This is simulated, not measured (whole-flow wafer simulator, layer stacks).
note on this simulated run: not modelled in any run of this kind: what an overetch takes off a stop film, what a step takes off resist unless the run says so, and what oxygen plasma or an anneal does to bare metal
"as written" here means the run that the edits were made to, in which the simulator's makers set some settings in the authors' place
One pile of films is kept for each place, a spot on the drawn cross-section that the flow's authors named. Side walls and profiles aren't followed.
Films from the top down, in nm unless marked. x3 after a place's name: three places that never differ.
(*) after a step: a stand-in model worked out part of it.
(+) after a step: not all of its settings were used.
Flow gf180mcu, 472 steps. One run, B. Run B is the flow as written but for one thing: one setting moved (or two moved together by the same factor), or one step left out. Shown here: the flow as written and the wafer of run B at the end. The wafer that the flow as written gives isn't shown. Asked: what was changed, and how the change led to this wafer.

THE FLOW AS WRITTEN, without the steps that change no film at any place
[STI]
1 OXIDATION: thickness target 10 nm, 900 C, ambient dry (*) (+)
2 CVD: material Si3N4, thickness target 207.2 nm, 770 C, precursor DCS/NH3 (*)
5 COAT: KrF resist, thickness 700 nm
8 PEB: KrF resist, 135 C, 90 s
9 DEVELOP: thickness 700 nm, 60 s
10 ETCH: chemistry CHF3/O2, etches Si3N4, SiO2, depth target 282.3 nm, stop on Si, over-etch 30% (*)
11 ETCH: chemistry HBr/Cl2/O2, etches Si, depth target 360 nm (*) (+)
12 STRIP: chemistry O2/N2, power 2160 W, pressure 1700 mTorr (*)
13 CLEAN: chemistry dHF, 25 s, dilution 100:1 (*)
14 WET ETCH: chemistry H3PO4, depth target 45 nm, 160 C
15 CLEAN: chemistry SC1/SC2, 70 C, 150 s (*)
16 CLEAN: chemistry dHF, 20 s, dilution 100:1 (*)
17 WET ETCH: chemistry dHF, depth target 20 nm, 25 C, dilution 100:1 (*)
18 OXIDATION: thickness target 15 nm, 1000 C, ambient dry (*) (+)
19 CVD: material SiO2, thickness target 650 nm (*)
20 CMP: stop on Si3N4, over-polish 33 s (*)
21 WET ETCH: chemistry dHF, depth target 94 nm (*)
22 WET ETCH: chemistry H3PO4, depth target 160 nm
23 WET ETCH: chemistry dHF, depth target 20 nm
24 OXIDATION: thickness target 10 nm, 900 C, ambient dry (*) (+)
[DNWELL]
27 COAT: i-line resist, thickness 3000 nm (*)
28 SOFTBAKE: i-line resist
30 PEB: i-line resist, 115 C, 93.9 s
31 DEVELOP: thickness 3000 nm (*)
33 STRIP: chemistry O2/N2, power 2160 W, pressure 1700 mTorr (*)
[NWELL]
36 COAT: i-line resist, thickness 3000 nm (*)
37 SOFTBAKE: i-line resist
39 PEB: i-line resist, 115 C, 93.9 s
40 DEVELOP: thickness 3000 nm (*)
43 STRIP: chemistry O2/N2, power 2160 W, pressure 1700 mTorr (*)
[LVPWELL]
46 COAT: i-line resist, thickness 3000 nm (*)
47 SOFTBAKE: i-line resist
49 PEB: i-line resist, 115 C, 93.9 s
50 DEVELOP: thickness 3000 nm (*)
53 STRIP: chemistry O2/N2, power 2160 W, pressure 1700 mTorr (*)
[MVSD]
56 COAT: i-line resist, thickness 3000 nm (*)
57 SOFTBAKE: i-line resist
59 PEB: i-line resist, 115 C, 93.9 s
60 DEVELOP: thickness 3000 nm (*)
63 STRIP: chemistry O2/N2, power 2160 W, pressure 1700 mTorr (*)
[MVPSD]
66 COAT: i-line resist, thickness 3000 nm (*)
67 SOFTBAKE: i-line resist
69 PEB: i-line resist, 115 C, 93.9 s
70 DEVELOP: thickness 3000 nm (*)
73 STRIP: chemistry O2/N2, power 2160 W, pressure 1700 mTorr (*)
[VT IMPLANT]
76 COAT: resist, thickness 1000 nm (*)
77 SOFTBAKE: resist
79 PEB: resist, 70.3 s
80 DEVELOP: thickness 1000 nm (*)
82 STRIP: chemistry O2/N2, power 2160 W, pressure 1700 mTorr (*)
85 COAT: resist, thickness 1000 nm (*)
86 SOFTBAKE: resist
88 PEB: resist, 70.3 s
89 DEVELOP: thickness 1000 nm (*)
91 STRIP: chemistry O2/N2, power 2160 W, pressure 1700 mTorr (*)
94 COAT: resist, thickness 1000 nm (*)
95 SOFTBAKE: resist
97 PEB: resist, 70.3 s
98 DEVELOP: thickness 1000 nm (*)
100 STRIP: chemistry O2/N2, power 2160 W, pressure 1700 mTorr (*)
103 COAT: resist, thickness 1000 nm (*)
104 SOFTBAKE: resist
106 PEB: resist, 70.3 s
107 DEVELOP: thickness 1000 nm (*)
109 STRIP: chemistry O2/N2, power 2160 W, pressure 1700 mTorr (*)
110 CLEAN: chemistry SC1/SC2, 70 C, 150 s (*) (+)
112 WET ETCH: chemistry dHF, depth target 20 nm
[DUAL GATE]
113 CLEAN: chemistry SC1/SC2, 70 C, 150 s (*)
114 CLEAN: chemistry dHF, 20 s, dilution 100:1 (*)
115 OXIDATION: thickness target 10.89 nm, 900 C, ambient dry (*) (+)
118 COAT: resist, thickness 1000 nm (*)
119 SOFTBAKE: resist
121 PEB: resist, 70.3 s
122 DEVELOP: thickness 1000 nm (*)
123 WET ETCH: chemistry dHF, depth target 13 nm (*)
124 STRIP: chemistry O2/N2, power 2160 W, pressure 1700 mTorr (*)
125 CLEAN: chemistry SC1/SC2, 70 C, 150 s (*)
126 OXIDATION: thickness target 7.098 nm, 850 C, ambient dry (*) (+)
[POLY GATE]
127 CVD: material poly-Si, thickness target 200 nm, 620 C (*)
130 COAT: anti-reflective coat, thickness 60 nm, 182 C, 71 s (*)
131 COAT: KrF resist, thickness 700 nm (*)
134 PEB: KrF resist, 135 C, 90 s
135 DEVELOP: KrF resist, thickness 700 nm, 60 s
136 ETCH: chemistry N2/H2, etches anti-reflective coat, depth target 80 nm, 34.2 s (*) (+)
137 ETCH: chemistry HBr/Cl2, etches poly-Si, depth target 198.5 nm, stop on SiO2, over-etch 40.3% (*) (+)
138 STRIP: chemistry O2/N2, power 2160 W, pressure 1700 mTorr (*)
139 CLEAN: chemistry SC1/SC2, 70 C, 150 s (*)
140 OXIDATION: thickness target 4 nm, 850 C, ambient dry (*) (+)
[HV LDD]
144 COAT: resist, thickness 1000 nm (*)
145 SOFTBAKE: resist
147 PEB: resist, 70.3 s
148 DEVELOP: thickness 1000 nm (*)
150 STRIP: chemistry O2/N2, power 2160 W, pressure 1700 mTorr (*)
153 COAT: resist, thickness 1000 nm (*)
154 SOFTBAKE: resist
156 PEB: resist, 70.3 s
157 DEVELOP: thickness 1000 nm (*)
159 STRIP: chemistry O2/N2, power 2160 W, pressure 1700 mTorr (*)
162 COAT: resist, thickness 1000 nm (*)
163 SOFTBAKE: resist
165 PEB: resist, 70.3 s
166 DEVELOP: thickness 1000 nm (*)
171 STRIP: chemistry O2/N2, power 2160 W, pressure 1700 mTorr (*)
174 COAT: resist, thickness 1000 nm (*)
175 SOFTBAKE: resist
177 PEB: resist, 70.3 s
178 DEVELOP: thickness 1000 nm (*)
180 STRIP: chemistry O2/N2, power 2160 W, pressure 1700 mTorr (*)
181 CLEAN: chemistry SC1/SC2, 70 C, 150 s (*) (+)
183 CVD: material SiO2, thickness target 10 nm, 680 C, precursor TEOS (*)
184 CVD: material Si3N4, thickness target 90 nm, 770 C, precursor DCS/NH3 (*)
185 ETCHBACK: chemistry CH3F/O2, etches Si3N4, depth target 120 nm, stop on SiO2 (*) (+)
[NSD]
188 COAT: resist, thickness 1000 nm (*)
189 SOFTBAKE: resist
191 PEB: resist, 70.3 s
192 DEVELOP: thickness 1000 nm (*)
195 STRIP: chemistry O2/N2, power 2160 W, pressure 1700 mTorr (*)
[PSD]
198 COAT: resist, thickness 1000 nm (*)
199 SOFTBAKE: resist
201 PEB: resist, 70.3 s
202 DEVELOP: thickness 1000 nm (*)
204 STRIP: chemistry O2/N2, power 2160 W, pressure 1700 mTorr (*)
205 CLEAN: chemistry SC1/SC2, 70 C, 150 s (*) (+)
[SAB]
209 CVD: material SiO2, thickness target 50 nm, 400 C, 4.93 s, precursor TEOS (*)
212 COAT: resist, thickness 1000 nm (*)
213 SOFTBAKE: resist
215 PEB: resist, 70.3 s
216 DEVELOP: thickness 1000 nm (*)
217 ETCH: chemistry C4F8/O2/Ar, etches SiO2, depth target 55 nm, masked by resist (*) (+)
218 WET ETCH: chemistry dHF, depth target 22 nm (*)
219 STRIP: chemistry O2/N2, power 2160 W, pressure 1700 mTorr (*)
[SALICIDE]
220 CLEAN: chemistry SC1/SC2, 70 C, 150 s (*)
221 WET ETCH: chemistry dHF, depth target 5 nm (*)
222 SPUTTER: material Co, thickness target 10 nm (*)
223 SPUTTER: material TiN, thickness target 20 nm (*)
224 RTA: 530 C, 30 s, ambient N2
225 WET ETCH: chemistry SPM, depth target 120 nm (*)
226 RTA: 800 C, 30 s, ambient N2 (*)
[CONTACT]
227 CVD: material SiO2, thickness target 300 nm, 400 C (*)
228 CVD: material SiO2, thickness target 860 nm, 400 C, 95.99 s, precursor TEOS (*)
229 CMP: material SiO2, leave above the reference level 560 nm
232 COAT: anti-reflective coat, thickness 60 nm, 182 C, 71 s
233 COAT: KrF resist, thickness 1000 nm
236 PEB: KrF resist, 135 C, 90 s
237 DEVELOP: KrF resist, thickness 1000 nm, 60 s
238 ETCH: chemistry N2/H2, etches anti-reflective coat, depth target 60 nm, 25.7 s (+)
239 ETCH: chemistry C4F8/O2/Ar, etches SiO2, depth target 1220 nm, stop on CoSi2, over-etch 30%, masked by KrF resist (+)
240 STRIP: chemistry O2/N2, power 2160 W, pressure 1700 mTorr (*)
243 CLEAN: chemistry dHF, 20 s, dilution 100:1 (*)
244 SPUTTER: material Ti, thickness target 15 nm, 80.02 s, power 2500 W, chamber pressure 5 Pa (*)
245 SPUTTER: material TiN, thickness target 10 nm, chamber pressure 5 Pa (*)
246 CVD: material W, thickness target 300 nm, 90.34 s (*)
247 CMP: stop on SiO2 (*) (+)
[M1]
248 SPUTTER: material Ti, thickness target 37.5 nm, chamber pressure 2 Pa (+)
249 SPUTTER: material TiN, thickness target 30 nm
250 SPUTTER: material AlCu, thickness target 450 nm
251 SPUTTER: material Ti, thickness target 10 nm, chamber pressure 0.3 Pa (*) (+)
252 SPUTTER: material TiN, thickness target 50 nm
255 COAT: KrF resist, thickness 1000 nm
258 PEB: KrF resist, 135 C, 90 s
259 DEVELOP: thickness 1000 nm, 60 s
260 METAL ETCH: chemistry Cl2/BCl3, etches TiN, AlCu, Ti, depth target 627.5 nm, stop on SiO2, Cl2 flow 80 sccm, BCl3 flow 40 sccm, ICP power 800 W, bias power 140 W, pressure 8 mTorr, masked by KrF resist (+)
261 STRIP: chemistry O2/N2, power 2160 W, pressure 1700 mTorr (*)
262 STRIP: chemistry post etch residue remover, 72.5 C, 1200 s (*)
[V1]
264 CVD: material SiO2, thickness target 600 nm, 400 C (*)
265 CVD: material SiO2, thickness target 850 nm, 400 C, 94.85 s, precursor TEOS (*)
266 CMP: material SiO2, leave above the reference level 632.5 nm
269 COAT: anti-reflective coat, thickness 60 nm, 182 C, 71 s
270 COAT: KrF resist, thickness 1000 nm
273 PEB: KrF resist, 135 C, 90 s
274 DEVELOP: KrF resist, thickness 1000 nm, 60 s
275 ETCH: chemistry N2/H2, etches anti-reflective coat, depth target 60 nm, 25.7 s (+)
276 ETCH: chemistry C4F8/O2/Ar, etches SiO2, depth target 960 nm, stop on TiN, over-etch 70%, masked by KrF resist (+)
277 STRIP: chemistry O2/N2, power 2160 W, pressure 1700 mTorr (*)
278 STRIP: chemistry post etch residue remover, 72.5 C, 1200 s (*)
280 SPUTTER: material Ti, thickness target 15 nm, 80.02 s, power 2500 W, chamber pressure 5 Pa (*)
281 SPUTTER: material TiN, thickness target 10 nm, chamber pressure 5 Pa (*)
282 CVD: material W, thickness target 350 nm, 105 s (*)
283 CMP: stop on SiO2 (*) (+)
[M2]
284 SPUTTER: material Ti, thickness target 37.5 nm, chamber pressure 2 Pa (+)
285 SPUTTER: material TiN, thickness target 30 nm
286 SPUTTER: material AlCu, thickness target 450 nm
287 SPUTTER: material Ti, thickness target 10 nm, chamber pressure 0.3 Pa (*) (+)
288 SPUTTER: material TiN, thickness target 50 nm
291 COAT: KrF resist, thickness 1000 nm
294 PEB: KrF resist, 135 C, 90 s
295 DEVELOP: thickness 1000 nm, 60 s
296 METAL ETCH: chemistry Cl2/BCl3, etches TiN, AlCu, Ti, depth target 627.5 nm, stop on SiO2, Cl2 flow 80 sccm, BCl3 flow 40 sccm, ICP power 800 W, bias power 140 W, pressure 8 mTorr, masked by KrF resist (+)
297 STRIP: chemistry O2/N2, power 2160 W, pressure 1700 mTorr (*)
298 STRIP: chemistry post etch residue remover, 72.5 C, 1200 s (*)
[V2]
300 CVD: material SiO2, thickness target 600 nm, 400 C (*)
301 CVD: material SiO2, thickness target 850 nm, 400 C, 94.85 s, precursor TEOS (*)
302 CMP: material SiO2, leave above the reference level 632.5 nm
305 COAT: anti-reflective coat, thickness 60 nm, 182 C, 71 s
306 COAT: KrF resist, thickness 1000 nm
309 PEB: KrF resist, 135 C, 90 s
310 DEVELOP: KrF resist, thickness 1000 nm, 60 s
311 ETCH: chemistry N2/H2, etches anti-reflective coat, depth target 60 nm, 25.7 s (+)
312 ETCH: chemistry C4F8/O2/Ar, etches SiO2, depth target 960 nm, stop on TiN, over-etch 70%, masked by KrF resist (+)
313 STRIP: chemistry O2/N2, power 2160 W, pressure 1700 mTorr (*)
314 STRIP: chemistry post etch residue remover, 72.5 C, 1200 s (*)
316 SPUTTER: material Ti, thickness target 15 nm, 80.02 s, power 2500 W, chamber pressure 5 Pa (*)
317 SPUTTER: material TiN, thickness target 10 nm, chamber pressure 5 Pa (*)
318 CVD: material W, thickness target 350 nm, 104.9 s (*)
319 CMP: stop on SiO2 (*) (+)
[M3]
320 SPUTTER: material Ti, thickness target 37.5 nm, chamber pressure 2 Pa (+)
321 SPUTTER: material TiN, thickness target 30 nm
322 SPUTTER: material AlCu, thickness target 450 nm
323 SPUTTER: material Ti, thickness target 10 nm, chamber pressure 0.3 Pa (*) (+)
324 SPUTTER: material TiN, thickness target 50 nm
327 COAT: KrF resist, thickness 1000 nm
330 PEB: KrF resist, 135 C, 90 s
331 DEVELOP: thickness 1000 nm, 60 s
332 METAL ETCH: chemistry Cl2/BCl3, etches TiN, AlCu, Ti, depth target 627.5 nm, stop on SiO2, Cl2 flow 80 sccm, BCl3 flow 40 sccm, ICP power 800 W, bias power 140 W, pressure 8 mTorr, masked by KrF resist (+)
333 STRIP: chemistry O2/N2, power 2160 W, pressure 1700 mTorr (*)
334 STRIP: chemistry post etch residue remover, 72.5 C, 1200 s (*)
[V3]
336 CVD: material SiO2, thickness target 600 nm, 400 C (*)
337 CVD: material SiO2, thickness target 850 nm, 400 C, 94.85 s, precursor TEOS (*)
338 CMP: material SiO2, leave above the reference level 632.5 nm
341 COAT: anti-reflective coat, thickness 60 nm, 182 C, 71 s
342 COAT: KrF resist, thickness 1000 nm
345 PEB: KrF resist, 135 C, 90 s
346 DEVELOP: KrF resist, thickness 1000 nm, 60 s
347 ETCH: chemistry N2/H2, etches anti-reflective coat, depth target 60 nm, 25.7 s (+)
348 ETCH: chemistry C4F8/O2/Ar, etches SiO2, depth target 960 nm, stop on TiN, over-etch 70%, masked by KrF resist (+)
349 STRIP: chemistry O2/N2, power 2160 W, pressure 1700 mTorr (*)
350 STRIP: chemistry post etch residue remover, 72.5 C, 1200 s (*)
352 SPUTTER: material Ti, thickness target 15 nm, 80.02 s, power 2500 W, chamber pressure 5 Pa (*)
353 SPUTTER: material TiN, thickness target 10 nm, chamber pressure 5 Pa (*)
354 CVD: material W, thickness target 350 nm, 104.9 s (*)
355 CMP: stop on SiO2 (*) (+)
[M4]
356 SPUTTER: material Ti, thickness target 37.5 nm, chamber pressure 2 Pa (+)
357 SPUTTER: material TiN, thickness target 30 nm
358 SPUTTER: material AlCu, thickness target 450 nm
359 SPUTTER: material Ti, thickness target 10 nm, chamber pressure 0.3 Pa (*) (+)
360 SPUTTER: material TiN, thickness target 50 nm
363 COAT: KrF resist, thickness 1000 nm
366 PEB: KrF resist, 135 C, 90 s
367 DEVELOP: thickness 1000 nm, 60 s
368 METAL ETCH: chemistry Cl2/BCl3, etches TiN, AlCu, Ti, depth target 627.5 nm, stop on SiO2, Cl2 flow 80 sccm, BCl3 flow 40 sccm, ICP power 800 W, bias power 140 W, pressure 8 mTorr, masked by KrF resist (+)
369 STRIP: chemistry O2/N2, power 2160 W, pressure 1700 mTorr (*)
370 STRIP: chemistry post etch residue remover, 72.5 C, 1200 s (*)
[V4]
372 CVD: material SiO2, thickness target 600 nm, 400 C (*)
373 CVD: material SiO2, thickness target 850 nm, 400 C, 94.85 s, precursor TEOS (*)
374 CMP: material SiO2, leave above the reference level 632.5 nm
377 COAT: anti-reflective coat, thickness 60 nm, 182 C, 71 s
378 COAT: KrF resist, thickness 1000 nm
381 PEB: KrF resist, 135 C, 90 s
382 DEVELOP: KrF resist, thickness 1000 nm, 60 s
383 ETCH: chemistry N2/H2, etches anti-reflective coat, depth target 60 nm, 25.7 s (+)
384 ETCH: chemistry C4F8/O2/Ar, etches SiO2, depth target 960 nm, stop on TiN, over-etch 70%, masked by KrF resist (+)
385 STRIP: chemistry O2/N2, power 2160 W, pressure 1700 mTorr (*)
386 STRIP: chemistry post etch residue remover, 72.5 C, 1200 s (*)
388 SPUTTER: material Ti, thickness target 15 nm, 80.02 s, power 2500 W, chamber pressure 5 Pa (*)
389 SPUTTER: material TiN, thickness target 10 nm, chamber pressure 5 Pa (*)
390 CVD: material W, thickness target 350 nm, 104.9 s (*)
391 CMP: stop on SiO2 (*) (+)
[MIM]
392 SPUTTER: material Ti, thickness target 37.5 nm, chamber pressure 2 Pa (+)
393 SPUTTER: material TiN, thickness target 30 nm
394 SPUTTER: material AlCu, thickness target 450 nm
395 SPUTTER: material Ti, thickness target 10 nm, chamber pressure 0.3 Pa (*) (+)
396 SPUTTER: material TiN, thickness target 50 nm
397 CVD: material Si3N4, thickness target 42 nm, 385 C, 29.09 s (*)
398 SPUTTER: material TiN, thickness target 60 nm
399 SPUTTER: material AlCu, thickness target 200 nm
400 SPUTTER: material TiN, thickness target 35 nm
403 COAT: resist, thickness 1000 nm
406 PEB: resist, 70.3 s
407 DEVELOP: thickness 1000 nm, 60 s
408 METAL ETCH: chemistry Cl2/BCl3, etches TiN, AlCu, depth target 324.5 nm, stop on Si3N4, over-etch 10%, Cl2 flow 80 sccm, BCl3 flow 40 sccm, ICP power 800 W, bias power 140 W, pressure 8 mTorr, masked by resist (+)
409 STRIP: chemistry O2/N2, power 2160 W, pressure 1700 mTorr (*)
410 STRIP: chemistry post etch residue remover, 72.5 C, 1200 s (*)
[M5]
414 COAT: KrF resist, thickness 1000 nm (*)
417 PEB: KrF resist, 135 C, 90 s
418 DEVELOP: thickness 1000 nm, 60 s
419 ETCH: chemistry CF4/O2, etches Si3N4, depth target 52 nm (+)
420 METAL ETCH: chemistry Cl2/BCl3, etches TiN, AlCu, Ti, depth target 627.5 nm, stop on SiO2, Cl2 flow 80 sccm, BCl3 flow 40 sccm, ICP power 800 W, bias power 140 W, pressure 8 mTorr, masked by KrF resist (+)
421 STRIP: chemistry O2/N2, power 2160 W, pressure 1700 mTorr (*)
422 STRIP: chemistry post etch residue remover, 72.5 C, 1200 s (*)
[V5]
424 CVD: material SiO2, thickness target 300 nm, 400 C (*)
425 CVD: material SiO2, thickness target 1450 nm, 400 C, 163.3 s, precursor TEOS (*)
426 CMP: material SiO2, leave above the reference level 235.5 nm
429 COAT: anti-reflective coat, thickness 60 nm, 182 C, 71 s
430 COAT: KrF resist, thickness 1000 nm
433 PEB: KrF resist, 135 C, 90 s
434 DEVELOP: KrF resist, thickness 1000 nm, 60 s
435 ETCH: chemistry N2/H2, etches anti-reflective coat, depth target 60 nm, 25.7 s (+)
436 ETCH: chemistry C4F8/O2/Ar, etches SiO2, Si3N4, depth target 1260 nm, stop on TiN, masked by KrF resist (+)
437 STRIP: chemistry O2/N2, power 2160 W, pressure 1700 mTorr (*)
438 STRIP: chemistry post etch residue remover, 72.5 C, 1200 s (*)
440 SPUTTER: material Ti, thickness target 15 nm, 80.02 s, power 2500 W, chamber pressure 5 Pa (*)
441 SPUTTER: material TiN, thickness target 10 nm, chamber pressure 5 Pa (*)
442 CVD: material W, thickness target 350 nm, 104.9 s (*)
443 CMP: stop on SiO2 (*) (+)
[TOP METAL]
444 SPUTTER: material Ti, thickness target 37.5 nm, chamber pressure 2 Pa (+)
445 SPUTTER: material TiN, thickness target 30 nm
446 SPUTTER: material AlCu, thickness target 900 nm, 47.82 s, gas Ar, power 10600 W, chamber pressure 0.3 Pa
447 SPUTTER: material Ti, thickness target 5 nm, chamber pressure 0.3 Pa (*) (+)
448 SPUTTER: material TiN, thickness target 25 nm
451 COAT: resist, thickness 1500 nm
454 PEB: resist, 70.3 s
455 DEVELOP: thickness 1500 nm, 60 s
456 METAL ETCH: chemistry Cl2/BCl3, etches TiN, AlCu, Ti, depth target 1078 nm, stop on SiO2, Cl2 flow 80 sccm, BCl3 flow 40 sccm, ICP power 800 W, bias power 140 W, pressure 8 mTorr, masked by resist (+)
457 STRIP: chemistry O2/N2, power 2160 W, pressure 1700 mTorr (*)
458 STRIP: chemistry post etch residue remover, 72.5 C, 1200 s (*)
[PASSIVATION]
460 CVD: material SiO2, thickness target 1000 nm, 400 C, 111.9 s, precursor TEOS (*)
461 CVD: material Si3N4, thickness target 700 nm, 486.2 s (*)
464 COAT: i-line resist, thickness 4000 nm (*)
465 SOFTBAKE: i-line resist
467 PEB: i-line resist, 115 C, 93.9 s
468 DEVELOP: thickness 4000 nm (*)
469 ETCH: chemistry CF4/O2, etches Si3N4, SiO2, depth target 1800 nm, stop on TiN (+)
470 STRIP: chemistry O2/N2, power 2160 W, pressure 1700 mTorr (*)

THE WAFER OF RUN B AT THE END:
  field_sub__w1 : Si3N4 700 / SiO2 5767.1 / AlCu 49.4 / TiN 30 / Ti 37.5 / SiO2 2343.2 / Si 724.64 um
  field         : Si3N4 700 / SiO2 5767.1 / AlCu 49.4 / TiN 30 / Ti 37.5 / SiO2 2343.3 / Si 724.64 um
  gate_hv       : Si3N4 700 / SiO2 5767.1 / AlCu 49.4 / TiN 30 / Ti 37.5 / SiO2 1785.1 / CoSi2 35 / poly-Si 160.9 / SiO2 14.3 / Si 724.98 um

The cause: step 296, METAL ETCH: depth target 454.9 nm was run, where the flow has depth target 627.5 nm.

How the change led to this, step by step:
  296 METAL ETCH: chemistry Cl2/BCl3, etches TiN, AlCu, Ti, depth target 627.5 nm, stop on SiO2, Cl2 flow 80 sccm, BCl3 flow 40 sccm, ICP power 800 W, bias power 140 W, pressure 8 mTorr, masked by KrF resist (+)
      field, field__w1, field__w2 and 103 more: TiN -50 (all of it), Ti -10 (all of it), AlCu -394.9 (as written it would be: TiN -50 (all of it), Ti -10 (all of it), AlCu -450 (all of it), TiN -30 (all of it), Ti -37.5 (all of it))
      field__w8, contact, m1, m1__w1, m1_nw: KrF resist -182 (as written it would be: KrF resist -251)
  297 STRIP: chemistry O2/N2, power 2160 W, pressure 1700 mTorr (*)
      field__w8, contact, m1, m1__w1, m1_nw: KrF resist -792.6 (all of it) (as written it would be: KrF resist -723.5 (all of it))
  298 STRIP: chemistry post etch residue remover, 72.5 C, 1200 s (*)
      field, field__w1, field__w2 and 103 more: AlCu -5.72 (as written it would be: nothing)
  300 CVD: material SiO2, thickness target 600 nm, 400 C (*)
      field, field__w1, field__w2 and 103 more: SiO2 +600 (new film) (as written it would be: SiO2 +600)
  302 CMP: material SiO2, leave above the reference level 632.5 nm
      field, field__w1, field__w2 and 103 more: SiO2 -416.9 (as written it would be: SiO2 -300)
Counting metal films that touch as one body, field_sub__w1 has 1 body; the flow as written gives 0 bodies.
Counting metal films that touch as one body, field has 1 body; the flow as written gives 0 bodies.
Counting metal films that touch as one body, gate_hv has 2 bodies (between them, from the top down: SiO2 1785.1); the flow as written gives 1 body.
